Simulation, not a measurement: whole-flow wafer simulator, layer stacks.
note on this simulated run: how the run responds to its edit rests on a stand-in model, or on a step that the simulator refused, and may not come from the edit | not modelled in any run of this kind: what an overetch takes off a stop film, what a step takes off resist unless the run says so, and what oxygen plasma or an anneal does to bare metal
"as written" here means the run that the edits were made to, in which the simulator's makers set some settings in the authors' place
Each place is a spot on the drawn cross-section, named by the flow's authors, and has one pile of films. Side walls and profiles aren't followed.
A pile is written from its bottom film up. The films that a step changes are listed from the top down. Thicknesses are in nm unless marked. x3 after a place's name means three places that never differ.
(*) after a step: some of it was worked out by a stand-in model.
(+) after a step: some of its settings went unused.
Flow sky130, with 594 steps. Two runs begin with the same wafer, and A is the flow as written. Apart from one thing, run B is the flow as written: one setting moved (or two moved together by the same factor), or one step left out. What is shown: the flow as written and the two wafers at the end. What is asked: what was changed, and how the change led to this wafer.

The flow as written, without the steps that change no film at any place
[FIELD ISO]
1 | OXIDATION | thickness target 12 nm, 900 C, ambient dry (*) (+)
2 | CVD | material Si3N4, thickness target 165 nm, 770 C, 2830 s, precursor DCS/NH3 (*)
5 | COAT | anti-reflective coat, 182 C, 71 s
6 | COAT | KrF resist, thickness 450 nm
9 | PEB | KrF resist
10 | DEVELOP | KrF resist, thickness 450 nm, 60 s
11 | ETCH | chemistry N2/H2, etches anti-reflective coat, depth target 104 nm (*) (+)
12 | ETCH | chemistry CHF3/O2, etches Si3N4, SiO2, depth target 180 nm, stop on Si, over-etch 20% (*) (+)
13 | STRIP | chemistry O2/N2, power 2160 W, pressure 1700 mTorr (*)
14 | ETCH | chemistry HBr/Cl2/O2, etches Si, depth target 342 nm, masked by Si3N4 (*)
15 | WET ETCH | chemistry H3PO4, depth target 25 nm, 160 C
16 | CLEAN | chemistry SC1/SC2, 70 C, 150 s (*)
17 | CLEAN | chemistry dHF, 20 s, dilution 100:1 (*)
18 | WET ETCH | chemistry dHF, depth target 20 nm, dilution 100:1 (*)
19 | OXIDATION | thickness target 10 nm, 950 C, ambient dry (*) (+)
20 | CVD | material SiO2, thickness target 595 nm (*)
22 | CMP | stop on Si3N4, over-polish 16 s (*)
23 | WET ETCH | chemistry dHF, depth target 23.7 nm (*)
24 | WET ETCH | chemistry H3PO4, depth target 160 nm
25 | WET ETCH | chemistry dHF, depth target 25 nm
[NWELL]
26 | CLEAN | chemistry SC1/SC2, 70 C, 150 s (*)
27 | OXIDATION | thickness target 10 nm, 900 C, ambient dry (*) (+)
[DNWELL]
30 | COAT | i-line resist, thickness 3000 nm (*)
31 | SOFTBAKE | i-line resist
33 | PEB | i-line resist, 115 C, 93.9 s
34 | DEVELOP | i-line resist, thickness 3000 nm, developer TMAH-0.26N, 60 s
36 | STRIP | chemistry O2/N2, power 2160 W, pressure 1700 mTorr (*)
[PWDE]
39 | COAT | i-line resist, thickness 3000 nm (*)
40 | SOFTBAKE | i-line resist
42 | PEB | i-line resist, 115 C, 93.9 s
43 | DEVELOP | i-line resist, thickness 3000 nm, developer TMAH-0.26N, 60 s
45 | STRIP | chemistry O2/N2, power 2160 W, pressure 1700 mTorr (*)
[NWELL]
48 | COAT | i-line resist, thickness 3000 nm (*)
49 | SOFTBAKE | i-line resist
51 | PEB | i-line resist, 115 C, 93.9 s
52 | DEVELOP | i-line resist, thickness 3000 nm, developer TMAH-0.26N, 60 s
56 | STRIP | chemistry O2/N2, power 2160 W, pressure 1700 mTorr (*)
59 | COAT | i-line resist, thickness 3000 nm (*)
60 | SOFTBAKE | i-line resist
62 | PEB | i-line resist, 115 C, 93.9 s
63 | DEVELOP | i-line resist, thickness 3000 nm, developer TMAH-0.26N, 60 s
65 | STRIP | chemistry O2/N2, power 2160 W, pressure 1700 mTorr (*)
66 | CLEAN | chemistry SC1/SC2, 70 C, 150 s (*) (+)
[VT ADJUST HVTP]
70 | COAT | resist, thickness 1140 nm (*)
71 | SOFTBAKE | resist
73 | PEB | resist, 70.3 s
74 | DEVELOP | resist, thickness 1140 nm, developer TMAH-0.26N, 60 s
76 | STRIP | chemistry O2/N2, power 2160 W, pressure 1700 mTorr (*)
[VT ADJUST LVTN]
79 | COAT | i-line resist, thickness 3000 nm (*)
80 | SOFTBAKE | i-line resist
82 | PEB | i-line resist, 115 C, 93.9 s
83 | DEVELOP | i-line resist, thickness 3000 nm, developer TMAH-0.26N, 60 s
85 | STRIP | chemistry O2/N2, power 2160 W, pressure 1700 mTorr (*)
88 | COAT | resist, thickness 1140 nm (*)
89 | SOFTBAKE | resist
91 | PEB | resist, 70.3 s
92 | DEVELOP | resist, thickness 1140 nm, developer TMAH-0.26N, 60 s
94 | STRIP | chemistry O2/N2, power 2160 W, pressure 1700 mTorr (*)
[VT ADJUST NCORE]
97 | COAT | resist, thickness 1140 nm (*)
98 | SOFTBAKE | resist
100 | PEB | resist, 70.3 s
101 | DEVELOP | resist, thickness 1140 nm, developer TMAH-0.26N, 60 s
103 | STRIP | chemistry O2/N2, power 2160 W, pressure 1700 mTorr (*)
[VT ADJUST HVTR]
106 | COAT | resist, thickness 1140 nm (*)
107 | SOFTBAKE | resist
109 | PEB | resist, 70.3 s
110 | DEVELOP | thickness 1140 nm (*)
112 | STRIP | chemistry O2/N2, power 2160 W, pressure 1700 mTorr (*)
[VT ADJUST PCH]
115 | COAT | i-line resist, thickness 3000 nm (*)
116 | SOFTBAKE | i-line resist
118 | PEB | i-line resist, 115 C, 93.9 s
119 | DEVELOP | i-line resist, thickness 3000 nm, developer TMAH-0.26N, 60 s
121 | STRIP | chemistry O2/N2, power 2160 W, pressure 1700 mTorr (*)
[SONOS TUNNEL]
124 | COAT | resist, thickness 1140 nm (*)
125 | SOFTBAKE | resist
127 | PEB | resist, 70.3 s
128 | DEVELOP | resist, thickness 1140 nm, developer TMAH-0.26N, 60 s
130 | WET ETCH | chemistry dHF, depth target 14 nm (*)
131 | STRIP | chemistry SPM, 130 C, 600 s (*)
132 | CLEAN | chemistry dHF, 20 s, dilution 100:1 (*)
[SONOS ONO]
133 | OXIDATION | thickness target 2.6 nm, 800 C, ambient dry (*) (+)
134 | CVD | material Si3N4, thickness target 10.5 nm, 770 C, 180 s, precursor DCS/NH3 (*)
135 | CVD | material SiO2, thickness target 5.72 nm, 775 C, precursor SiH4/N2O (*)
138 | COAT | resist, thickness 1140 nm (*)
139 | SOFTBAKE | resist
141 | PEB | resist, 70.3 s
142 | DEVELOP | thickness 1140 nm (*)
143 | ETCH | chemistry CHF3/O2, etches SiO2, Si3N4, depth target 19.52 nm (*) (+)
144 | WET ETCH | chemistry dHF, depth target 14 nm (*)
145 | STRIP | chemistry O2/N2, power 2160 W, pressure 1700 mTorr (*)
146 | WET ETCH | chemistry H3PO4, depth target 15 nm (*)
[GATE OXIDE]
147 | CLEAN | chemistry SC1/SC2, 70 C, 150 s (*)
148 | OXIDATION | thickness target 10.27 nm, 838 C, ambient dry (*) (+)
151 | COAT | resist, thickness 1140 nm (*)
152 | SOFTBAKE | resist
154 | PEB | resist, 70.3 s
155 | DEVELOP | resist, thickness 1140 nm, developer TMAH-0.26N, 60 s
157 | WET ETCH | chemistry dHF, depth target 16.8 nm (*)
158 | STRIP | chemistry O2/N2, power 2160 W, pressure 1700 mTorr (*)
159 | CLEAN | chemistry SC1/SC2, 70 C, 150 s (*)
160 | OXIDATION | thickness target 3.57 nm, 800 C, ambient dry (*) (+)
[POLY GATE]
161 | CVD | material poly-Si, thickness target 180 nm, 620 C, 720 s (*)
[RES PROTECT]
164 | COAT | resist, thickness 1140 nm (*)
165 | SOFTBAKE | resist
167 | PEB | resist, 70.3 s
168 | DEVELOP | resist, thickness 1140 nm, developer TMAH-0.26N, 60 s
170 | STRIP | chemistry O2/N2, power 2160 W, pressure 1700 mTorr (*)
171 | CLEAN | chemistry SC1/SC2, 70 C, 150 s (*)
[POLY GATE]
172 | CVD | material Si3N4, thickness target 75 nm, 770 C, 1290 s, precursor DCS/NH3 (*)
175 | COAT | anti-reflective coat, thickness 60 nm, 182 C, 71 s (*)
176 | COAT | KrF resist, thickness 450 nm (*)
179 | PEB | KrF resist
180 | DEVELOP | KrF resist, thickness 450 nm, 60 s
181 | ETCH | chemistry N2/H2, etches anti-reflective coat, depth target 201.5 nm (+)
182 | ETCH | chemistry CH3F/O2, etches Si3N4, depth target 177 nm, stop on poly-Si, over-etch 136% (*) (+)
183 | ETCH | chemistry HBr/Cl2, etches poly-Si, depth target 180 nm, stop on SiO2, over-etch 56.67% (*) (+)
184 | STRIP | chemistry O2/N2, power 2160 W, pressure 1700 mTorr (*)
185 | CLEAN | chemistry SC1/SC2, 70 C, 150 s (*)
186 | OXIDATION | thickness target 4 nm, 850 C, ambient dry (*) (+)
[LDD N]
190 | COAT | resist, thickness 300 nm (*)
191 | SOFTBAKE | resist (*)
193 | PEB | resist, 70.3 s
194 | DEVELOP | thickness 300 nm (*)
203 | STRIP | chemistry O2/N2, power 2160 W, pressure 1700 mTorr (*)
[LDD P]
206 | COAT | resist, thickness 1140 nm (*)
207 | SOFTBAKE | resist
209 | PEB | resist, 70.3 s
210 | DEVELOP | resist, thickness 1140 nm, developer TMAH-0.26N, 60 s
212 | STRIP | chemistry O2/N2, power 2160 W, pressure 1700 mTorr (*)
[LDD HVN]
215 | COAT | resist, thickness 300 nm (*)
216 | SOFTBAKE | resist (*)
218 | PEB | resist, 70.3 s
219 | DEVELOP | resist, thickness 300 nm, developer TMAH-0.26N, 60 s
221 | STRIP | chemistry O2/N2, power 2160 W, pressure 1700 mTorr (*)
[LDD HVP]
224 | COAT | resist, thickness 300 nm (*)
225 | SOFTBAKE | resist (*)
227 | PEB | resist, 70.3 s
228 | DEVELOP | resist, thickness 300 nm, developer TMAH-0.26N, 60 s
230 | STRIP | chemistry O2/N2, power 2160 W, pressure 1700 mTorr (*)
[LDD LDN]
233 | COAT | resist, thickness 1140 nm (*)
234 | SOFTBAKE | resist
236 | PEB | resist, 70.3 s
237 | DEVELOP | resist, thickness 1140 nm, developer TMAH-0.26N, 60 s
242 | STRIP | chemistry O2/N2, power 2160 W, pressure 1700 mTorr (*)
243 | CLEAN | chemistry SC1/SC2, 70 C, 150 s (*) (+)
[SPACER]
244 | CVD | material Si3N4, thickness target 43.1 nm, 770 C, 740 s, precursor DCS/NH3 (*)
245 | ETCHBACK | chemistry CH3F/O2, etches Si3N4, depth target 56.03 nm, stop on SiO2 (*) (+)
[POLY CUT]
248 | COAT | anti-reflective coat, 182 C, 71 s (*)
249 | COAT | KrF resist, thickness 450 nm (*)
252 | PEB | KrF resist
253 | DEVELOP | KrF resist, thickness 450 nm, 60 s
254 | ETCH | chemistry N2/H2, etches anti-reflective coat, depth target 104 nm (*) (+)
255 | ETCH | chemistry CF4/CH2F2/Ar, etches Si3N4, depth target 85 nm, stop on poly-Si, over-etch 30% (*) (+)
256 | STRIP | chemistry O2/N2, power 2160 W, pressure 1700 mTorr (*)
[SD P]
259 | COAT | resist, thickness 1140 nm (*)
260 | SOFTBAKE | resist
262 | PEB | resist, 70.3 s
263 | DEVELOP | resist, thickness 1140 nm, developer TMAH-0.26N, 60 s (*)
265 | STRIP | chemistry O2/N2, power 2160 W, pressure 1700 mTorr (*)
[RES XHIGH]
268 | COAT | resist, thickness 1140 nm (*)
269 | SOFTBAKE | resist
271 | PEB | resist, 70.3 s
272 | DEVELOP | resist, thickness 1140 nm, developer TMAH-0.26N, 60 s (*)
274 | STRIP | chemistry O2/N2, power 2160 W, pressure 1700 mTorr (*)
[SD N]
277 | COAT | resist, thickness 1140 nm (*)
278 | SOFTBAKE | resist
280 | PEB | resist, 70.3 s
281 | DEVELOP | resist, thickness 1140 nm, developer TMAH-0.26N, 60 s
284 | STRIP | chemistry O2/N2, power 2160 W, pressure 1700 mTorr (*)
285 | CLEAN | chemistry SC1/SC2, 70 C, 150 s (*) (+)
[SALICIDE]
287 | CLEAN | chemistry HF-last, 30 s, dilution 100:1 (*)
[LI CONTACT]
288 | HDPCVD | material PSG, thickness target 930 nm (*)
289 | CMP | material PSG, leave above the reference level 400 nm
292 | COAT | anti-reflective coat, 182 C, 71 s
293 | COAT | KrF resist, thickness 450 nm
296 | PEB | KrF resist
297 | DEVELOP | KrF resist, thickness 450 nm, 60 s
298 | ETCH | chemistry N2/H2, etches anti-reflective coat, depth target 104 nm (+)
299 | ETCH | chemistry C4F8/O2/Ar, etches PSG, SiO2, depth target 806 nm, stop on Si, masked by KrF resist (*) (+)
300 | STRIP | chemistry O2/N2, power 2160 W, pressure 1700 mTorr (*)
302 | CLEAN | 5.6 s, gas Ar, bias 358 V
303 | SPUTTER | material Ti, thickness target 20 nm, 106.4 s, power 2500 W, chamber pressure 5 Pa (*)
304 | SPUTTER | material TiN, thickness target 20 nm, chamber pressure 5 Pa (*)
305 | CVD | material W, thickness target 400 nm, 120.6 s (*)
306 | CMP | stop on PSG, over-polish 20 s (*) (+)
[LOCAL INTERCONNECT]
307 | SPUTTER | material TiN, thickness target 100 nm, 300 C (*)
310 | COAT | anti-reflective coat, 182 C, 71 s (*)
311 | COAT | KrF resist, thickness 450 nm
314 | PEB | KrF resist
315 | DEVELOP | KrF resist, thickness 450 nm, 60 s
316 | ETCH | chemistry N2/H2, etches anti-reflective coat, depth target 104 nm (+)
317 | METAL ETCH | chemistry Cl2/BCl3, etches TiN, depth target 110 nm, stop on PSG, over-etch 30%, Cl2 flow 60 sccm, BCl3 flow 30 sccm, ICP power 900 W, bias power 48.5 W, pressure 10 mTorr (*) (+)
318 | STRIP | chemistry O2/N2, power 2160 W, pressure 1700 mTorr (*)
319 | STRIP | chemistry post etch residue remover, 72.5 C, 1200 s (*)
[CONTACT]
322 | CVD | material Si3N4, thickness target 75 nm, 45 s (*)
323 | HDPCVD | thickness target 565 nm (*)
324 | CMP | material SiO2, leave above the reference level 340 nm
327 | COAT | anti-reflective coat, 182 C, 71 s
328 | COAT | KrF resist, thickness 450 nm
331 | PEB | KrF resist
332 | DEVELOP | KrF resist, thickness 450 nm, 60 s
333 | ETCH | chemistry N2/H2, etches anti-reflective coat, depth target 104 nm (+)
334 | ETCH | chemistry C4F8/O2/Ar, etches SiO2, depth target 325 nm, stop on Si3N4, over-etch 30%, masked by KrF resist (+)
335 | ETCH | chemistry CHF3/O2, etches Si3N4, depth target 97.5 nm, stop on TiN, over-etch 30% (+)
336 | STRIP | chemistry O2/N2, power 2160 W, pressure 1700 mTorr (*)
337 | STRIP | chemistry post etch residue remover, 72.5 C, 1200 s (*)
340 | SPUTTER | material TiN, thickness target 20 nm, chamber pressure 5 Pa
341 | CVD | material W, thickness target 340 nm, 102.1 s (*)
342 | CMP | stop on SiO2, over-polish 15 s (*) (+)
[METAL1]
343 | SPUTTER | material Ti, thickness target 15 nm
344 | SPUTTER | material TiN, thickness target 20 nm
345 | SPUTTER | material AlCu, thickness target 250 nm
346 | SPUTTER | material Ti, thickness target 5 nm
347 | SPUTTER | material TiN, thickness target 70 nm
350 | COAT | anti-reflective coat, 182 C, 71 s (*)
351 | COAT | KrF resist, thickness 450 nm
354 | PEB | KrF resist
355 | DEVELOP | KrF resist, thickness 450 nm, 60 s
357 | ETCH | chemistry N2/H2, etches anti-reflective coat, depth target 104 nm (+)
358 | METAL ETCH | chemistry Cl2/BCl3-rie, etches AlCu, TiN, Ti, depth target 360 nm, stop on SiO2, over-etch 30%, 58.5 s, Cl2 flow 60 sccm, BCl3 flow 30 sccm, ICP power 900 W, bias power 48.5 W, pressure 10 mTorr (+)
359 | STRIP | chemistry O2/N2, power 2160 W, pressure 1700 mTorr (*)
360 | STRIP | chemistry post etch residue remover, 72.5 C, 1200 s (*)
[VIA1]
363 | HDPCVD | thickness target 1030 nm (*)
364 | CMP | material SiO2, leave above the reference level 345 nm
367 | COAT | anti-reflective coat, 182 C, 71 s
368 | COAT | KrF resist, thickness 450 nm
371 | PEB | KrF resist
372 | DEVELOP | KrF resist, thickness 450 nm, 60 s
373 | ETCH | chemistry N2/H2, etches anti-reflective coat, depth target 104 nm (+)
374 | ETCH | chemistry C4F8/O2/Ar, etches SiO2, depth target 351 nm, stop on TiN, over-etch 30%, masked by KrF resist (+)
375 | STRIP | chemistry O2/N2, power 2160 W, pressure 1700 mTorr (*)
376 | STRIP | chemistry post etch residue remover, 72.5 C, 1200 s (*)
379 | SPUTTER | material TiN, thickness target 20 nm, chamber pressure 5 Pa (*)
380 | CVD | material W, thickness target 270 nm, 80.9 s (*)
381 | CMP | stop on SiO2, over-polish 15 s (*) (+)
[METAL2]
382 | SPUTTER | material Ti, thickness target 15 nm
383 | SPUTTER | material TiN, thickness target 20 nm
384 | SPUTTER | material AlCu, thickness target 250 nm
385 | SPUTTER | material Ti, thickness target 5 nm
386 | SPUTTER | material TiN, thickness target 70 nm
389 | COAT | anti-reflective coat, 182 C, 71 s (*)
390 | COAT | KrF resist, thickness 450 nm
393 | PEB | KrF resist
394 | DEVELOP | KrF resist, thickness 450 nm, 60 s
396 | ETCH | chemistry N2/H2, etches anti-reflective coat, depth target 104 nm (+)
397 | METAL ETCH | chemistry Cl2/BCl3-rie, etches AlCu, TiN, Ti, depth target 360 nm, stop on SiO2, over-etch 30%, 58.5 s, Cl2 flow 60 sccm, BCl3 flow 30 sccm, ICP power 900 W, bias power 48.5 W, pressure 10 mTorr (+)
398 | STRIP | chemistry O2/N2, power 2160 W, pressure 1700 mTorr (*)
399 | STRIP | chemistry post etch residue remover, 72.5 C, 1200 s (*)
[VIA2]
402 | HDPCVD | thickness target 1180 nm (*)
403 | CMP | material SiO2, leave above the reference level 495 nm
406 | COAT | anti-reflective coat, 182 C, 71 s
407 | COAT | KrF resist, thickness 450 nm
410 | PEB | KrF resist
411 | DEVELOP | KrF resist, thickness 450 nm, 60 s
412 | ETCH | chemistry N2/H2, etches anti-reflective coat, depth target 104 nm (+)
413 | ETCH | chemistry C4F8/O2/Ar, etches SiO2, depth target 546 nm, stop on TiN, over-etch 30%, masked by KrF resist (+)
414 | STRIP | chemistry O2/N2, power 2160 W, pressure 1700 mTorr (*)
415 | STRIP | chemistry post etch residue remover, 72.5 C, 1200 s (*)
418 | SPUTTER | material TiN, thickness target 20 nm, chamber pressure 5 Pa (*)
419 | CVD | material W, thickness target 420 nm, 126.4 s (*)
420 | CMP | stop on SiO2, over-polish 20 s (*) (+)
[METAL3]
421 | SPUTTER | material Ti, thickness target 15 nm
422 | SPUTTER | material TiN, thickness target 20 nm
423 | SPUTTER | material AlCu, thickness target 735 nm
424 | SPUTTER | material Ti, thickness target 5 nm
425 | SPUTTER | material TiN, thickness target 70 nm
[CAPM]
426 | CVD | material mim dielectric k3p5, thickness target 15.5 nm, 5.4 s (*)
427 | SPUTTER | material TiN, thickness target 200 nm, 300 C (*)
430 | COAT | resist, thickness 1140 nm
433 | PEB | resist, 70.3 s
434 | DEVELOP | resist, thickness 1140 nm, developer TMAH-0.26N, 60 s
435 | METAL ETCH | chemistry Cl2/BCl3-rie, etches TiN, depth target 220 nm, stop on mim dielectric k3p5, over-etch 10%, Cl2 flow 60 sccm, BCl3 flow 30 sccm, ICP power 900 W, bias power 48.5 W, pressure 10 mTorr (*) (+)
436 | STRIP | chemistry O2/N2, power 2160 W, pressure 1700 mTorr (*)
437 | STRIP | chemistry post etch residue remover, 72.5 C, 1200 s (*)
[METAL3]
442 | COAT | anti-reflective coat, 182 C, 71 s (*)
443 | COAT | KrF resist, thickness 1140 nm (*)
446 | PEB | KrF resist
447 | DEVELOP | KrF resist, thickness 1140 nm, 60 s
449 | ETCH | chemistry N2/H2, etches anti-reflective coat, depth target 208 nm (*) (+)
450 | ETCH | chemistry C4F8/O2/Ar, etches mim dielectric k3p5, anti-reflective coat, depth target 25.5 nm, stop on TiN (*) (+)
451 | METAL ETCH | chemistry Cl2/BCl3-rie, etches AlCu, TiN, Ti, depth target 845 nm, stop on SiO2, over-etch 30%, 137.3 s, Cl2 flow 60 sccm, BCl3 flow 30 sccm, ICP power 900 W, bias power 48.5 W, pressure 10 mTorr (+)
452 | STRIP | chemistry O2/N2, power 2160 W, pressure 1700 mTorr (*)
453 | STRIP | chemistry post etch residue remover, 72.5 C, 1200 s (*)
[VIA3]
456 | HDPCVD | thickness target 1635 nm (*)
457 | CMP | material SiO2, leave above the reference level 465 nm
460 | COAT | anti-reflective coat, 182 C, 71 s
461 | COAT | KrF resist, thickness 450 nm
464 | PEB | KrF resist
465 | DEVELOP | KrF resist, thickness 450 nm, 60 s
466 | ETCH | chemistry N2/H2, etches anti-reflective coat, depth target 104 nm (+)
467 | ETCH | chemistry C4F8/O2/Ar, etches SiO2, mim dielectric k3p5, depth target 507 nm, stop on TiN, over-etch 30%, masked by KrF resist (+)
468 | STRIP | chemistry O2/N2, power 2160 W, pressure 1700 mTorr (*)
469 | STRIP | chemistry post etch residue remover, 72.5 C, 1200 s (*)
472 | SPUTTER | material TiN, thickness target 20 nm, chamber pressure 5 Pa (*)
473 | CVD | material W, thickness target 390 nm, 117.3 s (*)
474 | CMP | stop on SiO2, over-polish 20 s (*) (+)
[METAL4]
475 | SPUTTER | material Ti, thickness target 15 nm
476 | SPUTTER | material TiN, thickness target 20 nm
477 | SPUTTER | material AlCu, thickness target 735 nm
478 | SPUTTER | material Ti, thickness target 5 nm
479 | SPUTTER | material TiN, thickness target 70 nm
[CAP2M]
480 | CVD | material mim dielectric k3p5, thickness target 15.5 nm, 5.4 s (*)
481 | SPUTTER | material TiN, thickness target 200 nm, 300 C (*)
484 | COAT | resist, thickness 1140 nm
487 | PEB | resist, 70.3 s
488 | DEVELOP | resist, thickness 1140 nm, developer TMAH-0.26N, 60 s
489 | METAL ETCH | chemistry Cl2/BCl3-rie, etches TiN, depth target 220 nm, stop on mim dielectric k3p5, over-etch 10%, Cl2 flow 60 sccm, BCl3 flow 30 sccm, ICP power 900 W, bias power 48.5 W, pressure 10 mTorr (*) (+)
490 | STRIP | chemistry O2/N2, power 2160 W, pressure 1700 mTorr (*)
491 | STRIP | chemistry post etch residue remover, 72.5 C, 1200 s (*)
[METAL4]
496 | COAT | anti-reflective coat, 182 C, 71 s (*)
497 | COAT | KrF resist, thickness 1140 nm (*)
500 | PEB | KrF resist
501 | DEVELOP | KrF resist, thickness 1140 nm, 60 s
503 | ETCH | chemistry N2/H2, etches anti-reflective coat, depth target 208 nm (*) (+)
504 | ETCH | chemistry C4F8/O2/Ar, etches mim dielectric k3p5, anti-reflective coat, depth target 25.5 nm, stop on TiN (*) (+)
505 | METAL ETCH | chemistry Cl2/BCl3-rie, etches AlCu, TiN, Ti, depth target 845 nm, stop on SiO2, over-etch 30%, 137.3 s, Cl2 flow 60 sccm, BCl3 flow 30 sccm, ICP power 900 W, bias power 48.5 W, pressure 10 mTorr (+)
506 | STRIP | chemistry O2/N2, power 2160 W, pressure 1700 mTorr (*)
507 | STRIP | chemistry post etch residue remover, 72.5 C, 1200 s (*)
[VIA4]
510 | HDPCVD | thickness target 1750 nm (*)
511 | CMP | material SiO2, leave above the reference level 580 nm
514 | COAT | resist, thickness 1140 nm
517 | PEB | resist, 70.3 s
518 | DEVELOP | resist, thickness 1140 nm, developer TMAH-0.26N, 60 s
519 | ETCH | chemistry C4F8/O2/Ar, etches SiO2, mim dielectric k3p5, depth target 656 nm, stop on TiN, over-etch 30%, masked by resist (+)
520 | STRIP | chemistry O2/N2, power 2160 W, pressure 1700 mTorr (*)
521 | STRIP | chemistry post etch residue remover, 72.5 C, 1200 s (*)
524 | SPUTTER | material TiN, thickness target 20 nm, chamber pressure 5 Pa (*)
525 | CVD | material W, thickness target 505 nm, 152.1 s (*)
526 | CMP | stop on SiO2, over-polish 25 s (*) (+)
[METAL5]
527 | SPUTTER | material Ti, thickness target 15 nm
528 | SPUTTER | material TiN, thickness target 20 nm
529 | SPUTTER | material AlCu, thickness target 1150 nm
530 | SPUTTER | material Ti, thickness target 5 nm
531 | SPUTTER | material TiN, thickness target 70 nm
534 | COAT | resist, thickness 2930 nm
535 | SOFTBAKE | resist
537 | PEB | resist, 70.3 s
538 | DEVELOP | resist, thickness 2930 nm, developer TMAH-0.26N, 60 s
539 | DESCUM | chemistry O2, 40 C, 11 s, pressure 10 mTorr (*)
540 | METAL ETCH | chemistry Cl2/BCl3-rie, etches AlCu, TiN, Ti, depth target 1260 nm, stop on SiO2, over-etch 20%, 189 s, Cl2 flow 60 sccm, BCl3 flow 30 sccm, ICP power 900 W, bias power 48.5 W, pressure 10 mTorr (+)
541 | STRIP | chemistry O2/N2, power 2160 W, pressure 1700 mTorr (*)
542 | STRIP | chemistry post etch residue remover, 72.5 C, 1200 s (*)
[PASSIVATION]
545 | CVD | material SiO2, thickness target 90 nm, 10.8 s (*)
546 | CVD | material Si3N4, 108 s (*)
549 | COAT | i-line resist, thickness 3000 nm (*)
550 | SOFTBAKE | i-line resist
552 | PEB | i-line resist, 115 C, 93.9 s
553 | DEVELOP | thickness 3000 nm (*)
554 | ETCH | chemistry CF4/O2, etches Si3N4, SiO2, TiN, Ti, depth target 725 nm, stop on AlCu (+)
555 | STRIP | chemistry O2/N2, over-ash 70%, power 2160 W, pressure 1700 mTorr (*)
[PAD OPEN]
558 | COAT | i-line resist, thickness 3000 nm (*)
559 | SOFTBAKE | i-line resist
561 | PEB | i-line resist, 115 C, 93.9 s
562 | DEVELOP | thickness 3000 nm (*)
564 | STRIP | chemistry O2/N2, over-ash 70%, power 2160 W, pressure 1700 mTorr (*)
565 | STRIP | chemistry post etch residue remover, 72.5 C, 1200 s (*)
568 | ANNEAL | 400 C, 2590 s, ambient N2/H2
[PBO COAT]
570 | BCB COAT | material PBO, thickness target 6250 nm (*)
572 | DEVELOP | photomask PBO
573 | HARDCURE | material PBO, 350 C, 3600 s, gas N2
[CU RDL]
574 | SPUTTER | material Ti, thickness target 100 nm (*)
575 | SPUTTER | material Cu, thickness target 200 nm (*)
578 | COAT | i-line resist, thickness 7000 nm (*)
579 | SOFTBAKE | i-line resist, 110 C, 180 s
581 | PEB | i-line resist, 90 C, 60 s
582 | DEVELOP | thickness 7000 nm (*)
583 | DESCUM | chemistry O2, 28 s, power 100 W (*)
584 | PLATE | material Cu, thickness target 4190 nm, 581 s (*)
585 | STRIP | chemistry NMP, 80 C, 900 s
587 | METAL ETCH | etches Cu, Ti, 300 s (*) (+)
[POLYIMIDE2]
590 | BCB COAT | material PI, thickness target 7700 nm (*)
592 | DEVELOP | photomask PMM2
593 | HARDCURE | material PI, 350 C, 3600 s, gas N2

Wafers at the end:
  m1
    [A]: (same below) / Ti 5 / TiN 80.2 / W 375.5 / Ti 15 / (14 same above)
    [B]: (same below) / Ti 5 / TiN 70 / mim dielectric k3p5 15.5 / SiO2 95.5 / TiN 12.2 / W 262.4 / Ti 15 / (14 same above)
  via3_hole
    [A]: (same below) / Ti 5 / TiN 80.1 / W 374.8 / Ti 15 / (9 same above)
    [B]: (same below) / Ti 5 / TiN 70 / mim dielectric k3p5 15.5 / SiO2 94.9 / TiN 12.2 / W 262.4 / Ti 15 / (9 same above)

Cause: step 467, ETCH: depth target 279 nm was run, while the flow as written has depth target 507 nm.

The path from the change to this, step by step:
  467 | ETCH | chemistry C4F8/O2/Ar, etches SiO2, mim dielectric k3p5, depth target 507 nm, stop on TiN, over-etch 30%, masked by KrF resist (+)
      m1: A SiO2 loses 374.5 (all of it), mim dielectric k3p5 loses 15.5 (all of it) | B SiO2 loses 279
      via3_hole: A SiO2 loses 373.9 (all of it), mim dielectric k3p5 loses 15.5 (all of it) | B SiO2 loses 279
      (as well as at 190 more places)
  468 | STRIP | chemistry O2/N2, power 2160 W, pressure 1700 mTorr (*)
      field, active, n_well and 187 more: A KrF resist loses 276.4 (all of it), anti-reflective coat loses 80 (all of it) | B KrF resist loses 322 (all of it), anti-reflective coat loses 80 (all of it)
  472 | SPUTTER | material TiN, thickness target 20 nm, chamber pressure 5 Pa (*)
      m1, via3_hole: A TiN gains 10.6 | B TiN gains 12.2 (new film)
  473 | CVD | material W, thickness target 390 nm, 117.3 s (*)
      m1: A W gains 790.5 (new film) | B W gains 677.4 (new film)
      via3_hole: A W gains 789.9 (new film) | B W gains 677.4 (new film)
If metal films that touch count as one body, m1 has 3 bodies (between them, from the top down: SiO2 95.5 / mim dielectric k3p5 15.5; SiO2 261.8 / Si3N4 75); the flow as written gives 2 bodies (between them, from the top down: SiO2 261.8 / Si3N4 75).
If metal films that touch count as one body, via3_hole has 2 bodies (between them, from the top down: SiO2 94.9 / mim dielectric k3p5 15.5); the flow as written gives 1 body.
